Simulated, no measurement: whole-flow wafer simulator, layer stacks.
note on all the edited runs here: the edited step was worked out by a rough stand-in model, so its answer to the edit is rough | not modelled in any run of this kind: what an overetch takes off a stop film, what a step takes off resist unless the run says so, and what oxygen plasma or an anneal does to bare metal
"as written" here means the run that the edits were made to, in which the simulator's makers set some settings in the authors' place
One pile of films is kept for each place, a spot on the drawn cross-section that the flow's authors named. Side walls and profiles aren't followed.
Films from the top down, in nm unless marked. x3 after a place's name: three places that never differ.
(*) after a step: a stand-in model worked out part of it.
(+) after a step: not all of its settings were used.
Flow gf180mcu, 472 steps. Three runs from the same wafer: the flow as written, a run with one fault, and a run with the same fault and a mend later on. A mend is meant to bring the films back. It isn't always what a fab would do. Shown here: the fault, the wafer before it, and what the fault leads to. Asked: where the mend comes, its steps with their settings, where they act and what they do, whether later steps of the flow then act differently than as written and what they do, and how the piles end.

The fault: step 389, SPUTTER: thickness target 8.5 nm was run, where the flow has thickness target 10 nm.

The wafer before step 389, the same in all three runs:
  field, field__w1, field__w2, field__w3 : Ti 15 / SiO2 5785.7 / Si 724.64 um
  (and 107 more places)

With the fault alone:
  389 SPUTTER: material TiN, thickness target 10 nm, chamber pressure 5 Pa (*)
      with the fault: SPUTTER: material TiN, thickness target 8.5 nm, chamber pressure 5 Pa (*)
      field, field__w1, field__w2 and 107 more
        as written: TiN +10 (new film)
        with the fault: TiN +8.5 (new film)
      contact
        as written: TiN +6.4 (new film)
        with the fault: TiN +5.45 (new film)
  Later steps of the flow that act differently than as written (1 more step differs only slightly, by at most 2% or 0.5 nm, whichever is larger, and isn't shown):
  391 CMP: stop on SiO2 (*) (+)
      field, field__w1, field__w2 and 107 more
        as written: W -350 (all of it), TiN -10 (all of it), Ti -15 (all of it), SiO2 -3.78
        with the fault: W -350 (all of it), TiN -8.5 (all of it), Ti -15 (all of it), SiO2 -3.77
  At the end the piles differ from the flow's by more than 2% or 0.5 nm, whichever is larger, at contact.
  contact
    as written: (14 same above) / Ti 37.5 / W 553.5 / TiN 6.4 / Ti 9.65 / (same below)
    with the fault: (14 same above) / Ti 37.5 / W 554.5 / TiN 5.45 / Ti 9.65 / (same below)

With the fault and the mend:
  The mend comes after step 389.
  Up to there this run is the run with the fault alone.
  389a SPUTTER: material TiN, thickness target 1.5 nm, chamber pressure 5 Pa (*) (the flow's step 389 once more, with other settings)
      field, field__w1, field__w2 and 107 more
        TiN +1.5
      contact
        TiN +0.96
  No later step of the flow acts differently than as written at any place that is followed.
  At the end the piles are the same as the flow's at every place that both follow.
